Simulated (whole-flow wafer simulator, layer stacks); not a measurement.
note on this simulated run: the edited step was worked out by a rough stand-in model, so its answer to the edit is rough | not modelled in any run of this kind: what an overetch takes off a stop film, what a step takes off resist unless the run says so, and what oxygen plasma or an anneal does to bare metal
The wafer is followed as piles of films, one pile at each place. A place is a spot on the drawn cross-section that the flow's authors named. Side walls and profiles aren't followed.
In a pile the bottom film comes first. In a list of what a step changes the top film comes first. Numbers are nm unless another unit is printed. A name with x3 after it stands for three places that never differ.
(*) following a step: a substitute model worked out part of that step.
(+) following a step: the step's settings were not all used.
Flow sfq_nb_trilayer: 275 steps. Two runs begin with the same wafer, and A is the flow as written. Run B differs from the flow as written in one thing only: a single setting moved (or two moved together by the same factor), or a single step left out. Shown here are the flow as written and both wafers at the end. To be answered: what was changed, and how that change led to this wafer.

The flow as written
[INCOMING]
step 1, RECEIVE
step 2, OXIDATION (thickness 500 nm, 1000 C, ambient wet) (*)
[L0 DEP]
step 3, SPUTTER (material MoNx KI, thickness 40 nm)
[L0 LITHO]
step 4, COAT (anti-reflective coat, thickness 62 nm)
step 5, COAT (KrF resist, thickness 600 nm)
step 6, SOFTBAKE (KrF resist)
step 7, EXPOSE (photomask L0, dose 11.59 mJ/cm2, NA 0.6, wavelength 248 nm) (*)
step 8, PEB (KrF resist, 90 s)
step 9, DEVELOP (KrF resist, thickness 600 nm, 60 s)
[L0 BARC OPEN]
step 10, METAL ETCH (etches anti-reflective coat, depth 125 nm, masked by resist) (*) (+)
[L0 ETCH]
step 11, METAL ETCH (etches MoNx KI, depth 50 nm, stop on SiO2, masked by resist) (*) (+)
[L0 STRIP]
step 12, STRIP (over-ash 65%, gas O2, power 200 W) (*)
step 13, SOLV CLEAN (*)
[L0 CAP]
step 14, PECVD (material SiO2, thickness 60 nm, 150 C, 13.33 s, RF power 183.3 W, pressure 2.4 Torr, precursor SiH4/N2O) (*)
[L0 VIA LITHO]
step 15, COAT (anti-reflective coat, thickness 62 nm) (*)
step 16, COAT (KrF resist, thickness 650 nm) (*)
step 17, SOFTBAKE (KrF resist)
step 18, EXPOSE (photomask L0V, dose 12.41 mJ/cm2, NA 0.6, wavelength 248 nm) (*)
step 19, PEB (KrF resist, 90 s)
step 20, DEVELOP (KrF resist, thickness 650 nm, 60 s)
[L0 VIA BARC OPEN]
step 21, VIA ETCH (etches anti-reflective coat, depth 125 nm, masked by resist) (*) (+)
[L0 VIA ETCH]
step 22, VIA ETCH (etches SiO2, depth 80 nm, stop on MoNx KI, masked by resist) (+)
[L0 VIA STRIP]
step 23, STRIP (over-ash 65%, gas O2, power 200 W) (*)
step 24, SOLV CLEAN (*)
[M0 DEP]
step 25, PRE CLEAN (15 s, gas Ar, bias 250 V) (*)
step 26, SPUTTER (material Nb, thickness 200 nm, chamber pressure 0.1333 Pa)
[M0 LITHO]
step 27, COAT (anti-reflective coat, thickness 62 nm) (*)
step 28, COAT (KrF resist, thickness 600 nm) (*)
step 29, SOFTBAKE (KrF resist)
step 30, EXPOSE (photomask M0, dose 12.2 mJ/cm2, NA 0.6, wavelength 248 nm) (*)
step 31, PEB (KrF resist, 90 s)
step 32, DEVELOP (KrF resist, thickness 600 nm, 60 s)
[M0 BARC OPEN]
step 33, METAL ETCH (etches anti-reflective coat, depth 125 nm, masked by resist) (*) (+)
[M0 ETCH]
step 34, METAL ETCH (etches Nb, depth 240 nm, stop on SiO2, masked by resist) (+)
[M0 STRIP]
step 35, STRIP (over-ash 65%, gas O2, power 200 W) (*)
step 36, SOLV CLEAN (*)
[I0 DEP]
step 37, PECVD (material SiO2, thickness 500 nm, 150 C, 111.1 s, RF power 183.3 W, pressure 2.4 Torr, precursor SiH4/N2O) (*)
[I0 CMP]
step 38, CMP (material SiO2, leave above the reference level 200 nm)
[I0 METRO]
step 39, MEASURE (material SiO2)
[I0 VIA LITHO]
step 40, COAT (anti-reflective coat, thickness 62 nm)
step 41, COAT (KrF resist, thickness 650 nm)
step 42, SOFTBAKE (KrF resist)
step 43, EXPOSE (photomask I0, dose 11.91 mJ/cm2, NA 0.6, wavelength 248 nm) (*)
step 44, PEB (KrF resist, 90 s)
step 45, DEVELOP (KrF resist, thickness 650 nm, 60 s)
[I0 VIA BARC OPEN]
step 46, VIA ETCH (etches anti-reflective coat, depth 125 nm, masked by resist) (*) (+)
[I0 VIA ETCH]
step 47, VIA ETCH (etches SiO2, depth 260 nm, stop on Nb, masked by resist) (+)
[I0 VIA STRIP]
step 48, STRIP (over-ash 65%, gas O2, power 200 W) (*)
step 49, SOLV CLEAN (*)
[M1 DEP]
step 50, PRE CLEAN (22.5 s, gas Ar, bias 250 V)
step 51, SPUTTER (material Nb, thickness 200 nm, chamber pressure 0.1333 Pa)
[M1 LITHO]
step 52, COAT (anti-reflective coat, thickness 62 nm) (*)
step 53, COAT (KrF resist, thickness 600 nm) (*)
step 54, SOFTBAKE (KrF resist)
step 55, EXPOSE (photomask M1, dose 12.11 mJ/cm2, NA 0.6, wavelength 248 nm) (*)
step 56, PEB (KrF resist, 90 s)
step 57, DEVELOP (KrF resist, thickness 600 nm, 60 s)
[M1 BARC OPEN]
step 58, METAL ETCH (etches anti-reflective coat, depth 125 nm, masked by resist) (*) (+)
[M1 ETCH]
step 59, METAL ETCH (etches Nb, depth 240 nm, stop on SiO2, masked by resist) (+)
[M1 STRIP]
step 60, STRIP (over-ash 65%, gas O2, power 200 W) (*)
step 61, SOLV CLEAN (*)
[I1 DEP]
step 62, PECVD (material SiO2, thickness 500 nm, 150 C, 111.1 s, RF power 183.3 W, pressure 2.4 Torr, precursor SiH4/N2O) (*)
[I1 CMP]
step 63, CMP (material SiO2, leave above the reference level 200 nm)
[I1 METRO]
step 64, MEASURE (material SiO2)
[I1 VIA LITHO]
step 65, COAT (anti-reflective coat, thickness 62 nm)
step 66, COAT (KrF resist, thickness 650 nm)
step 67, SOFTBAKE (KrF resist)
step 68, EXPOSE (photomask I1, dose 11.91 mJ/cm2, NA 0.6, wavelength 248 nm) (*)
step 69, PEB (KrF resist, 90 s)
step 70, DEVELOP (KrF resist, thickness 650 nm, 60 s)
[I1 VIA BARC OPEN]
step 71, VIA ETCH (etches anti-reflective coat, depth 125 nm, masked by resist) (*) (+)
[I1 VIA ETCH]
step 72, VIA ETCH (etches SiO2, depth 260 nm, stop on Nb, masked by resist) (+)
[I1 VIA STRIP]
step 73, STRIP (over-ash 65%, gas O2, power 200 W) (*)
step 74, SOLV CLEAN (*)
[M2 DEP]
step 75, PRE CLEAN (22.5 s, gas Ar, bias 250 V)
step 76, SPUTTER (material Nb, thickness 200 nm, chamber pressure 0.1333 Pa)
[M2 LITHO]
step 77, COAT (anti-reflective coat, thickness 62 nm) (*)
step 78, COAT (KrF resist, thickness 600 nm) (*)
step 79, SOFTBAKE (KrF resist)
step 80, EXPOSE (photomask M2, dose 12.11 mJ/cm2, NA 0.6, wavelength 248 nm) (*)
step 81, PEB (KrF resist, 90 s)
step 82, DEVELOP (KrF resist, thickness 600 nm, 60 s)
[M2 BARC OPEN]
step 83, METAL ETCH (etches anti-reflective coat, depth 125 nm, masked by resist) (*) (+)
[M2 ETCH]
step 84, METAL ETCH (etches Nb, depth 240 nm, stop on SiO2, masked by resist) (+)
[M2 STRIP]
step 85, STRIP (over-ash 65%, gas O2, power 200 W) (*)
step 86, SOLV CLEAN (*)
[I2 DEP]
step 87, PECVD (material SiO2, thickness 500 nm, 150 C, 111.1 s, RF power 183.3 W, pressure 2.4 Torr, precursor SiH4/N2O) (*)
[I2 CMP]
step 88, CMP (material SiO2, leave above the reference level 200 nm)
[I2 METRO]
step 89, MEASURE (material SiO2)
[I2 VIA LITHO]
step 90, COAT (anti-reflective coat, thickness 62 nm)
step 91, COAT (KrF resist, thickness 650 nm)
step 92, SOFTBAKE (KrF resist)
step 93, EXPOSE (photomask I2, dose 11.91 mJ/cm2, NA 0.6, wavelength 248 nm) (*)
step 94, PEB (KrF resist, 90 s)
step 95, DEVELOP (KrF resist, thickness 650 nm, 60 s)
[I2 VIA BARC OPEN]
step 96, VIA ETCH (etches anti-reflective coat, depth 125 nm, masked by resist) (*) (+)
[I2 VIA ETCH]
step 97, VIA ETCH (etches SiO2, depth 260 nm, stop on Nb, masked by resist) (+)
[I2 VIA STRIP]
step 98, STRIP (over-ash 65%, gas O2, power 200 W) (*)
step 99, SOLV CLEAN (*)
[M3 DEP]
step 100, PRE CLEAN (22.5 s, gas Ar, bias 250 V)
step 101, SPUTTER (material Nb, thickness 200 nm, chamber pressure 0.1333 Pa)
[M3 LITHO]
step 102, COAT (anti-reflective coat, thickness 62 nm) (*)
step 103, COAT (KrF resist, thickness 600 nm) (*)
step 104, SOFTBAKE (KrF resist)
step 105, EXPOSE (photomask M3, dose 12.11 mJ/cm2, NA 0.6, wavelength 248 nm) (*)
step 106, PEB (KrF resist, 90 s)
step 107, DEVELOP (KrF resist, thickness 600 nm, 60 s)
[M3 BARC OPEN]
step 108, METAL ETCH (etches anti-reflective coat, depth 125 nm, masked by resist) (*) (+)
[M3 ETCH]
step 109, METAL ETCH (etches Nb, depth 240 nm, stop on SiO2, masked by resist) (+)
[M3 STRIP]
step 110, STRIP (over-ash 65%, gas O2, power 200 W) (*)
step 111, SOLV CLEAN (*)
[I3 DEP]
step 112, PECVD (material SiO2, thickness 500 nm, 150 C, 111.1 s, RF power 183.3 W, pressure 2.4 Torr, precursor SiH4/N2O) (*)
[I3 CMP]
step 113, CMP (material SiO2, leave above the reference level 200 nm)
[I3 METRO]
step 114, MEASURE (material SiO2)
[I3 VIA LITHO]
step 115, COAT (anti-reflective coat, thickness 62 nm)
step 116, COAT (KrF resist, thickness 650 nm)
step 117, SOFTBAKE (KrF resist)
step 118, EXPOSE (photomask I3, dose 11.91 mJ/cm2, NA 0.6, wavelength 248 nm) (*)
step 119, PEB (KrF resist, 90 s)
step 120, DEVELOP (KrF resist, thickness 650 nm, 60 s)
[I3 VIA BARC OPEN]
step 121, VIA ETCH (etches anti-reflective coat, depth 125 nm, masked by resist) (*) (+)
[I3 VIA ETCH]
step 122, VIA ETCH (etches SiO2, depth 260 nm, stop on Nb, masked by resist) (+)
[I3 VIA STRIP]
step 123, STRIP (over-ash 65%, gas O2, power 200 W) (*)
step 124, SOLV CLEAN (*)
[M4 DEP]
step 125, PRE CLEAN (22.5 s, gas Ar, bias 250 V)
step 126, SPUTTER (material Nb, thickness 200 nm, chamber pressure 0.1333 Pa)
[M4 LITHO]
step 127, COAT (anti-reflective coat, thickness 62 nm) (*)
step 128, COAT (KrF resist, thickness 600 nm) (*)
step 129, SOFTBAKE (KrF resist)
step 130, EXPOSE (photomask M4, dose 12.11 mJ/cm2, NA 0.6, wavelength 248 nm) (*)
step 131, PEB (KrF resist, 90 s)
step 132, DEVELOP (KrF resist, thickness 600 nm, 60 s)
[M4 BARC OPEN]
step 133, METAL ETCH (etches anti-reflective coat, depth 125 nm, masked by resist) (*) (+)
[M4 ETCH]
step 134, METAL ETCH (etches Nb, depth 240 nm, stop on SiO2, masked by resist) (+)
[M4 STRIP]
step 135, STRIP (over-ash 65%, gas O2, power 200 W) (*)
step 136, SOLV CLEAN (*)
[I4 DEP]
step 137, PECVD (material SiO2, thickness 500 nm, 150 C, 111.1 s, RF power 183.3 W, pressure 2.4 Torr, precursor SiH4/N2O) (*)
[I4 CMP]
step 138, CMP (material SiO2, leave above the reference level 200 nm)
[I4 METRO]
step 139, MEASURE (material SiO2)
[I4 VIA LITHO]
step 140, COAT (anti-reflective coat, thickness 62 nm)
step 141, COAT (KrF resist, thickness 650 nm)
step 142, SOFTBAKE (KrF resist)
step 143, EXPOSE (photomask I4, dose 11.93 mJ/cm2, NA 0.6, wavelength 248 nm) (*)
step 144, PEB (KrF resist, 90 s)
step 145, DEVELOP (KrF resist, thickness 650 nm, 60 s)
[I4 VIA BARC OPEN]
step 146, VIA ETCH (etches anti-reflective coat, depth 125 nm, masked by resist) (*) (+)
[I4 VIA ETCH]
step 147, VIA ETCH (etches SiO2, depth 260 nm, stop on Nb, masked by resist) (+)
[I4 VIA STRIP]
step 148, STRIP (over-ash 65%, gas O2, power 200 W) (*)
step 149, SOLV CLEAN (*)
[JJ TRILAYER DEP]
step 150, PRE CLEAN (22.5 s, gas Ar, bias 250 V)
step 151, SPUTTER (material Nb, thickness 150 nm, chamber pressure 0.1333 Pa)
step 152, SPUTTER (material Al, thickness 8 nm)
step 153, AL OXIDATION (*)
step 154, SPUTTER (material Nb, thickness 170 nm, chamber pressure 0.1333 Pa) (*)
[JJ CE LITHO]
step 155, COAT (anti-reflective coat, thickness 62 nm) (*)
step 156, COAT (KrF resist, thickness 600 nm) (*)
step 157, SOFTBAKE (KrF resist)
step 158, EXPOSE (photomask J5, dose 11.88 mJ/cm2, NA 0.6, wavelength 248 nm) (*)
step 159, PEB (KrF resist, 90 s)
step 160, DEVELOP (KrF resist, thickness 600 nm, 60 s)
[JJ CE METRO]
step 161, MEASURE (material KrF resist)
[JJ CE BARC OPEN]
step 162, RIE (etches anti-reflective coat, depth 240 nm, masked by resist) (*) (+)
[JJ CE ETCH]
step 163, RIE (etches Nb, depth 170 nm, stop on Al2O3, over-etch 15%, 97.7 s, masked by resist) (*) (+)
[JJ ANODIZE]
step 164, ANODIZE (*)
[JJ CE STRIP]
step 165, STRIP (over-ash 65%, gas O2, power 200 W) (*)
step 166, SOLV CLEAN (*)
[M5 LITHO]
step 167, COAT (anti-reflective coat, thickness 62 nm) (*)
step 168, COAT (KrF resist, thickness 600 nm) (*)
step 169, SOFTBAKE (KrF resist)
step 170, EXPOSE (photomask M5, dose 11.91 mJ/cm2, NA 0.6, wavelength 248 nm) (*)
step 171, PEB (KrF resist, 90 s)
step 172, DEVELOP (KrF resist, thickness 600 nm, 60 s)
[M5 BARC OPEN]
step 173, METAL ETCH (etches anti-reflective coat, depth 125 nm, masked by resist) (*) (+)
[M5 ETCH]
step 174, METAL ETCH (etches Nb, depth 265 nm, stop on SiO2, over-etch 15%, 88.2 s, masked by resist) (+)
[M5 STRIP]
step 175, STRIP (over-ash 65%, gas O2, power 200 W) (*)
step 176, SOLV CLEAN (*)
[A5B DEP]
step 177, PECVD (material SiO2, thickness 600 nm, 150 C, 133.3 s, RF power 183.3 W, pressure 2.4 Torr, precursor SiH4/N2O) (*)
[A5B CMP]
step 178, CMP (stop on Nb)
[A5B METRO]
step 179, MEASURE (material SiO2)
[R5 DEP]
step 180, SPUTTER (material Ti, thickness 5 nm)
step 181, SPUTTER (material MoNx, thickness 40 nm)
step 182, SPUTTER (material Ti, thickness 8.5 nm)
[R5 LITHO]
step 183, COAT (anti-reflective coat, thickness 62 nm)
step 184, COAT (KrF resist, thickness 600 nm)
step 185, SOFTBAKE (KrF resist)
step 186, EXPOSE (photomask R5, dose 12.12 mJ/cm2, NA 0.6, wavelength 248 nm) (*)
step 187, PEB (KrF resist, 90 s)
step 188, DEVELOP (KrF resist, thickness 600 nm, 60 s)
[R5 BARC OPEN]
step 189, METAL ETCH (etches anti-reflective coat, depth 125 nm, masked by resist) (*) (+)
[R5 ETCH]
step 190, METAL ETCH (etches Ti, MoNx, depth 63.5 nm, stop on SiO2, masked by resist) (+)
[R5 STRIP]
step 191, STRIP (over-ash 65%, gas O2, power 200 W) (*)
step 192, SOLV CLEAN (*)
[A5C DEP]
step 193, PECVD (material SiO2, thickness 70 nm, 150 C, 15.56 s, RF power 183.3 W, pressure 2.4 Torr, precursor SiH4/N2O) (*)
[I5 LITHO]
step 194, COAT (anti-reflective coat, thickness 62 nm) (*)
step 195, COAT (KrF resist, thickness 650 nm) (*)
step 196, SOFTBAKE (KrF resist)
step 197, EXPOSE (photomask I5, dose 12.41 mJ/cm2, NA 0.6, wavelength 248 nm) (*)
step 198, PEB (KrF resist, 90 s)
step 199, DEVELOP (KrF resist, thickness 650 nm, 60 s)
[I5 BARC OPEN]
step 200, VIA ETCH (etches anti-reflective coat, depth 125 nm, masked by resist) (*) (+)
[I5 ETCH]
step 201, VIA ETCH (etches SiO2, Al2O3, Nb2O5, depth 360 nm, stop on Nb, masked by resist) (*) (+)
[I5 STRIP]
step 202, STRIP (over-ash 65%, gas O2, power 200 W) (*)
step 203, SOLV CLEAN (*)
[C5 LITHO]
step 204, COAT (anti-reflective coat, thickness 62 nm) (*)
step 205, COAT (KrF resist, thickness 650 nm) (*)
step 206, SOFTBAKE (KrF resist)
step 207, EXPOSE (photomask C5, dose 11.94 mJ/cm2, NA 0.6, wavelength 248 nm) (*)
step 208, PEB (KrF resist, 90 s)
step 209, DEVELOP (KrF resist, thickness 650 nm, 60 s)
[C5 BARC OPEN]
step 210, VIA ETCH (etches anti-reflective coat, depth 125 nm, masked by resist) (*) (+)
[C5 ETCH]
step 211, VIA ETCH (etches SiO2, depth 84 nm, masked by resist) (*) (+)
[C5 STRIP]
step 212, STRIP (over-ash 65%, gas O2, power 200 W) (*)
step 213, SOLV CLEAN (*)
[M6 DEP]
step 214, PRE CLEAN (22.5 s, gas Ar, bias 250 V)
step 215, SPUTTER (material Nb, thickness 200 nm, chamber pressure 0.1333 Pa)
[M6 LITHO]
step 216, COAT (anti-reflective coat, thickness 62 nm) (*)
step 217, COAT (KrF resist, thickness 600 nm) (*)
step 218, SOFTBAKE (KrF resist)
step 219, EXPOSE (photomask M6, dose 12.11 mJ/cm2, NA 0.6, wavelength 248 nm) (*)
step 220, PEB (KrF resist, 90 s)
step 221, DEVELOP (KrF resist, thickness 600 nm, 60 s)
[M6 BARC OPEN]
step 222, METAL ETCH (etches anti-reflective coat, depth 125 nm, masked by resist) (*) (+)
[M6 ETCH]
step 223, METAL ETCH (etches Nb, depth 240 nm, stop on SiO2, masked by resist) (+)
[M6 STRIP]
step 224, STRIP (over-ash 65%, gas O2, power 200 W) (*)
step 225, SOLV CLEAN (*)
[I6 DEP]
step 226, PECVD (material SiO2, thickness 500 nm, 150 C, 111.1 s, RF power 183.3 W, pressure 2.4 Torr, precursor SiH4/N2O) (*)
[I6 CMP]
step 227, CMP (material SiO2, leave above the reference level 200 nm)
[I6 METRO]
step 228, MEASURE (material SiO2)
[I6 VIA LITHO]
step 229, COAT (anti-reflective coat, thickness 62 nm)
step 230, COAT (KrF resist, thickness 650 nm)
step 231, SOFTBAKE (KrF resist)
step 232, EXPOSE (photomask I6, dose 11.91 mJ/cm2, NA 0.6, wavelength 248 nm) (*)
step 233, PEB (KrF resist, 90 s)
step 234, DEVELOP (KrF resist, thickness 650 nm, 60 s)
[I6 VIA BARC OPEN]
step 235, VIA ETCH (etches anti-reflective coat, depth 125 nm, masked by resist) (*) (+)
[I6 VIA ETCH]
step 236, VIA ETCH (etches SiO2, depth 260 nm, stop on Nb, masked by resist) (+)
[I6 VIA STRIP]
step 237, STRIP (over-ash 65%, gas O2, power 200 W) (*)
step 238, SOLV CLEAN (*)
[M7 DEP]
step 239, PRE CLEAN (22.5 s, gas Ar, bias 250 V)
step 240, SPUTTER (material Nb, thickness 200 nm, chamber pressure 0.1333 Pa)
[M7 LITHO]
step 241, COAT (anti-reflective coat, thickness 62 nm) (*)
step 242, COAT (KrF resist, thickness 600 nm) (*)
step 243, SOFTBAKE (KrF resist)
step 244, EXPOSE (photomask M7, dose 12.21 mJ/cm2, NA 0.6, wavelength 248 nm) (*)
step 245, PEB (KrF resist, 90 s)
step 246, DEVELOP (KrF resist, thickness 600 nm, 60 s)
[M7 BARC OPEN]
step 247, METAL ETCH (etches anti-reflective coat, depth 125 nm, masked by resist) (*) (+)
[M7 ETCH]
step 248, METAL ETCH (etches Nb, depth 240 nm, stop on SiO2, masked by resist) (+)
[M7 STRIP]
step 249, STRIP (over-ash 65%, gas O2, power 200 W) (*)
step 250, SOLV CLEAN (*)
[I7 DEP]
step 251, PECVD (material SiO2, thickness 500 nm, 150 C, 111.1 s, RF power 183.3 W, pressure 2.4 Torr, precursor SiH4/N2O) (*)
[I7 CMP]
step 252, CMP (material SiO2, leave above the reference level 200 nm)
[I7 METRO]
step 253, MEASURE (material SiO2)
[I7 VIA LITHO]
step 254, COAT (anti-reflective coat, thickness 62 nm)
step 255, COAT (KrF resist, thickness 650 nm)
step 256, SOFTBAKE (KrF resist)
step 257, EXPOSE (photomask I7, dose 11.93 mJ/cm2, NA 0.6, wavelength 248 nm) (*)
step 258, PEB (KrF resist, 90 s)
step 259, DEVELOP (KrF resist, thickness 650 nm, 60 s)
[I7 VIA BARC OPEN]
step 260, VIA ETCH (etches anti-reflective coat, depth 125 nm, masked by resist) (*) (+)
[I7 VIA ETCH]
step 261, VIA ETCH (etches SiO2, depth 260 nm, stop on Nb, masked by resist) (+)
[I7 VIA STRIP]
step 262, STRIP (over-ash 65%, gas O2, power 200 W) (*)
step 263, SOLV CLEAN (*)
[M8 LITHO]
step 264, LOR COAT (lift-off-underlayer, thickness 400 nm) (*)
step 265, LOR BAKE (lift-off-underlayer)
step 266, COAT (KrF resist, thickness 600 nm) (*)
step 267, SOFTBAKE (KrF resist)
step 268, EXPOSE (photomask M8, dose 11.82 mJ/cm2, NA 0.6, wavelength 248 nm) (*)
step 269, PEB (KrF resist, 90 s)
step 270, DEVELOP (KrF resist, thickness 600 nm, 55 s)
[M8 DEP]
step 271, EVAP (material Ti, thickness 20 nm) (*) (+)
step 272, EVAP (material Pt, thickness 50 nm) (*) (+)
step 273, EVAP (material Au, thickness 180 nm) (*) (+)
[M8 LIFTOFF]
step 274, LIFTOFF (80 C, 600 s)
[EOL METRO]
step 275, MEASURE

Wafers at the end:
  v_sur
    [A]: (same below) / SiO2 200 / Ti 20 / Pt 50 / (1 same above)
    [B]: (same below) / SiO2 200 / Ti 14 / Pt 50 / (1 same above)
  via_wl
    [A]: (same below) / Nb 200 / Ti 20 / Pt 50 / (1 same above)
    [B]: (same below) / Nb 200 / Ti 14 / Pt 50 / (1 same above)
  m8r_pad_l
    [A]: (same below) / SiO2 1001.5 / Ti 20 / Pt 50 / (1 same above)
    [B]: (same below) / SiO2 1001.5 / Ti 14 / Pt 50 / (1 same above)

Cause: step 271, EVAP: thickness 14 nm was run, while the flow as written has thickness 20 nm.
One can read it off the wafer: v_sur has Ti 14, and step 271 as written asks for 20 nm.

How this came from the change, step by step:
  step 271, EVAP (material Ti, thickness 20 nm) (*) (+)
      field_l, v_sur, via_wl and 103 more: A Ti gains 20 (new film) | B Ti gains 14 (new film)
  step 274, LIFTOFF (80 C, 600 s)
      p4_fl, p4_fm, p4_w1 and 71 more: A Au loses 180 (all of it), Pt loses 50 (all of it), Ti loses 20 (all of it), KrF resist loses 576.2 (all of it), lift-off-underlayer loses 400 (all of it) | B Au loses 180 (all of it), Pt loses 50 (all of it), Ti loses 14 (all of it), KrF resist loses 576.2 (all of it), lift-off-underlayer loses 400 (all of it)
      c5j, ce_r: A Au loses 180 (all of it), Pt loses 50 (all of it), Ti loses 20 (all of it), KrF resist loses 573.3 (all of it), lift-off-underlayer loses 399.3 (all of it) | B Au loses 180 (all of it), Pt loses 50 (all of it), Ti loses 14 (all of it), KrF resist loses 573.3 (all of it), lift-off-underlayer loses 399.3 (all of it)
      (as well as at 19 more places)
